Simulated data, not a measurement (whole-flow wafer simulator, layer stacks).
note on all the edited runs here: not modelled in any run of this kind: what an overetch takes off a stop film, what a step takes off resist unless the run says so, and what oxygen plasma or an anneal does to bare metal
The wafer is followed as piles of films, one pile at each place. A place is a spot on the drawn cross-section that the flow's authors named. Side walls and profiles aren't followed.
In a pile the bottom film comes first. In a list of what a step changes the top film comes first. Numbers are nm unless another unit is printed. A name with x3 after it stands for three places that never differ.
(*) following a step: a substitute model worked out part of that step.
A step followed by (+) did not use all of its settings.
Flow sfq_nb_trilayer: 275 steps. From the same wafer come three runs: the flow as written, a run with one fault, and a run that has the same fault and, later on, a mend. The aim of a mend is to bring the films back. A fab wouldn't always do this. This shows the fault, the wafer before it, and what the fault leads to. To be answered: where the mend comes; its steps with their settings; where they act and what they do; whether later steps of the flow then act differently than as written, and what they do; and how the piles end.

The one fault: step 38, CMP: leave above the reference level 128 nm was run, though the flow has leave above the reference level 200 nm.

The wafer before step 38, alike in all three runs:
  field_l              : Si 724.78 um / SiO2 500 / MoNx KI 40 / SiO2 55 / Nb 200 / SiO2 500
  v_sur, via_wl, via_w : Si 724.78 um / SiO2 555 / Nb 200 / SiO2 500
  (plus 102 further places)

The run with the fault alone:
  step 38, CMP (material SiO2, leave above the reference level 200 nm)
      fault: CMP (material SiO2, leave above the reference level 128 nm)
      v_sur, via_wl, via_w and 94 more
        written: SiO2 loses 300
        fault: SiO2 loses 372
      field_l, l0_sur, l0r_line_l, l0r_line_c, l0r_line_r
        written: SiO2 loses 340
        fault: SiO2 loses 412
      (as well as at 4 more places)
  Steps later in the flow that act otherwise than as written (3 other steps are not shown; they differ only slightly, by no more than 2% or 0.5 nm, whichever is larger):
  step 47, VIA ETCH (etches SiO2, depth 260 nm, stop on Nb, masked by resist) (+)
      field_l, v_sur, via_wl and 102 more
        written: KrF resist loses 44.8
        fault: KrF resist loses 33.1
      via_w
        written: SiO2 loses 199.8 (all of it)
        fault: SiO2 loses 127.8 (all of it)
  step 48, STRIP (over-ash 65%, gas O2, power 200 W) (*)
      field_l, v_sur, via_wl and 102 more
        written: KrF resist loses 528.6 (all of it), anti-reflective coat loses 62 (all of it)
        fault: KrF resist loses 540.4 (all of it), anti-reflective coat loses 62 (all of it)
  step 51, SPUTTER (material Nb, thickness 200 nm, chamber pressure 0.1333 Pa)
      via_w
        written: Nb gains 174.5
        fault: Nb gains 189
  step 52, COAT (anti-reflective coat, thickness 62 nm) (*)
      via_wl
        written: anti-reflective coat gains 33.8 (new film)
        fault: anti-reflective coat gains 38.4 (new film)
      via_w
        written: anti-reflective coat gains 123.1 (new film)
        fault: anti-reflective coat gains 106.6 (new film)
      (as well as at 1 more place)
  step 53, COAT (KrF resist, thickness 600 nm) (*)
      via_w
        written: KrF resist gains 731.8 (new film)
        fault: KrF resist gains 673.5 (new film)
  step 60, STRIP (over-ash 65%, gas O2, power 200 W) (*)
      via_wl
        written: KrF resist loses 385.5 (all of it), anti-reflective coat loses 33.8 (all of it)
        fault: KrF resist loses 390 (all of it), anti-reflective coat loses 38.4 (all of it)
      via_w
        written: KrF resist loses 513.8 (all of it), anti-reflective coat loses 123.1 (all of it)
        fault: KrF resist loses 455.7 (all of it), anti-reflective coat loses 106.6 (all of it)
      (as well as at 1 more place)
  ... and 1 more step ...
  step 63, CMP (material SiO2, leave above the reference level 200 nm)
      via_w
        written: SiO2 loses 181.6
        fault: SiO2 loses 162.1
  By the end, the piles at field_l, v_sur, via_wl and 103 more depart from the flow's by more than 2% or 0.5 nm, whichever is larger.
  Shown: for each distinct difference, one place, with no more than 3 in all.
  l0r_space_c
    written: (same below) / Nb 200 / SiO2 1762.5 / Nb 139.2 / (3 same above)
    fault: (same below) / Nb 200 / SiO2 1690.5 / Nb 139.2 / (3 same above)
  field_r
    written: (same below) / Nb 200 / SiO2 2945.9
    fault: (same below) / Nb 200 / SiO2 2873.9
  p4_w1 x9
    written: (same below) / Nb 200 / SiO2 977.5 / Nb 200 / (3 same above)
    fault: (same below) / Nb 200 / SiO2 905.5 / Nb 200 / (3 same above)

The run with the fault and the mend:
  After step 39 comes the mend.
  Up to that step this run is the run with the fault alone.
  step 39a, PECVD (material SiO2, thickness 72 nm, 150 C, 16 s, RF power 183.3 W, pressure 2.4 Torr, precursor SiH4/N2O) (a further turn of the flow's step 37, with different settings)
      field_l, v_sur, via_wl and 103 more
        SiO2 gains 72
  Every later step of the flow that is run acts as written at every place that is followed.
  By the end, the piles equal the flow's at every place that both follow.
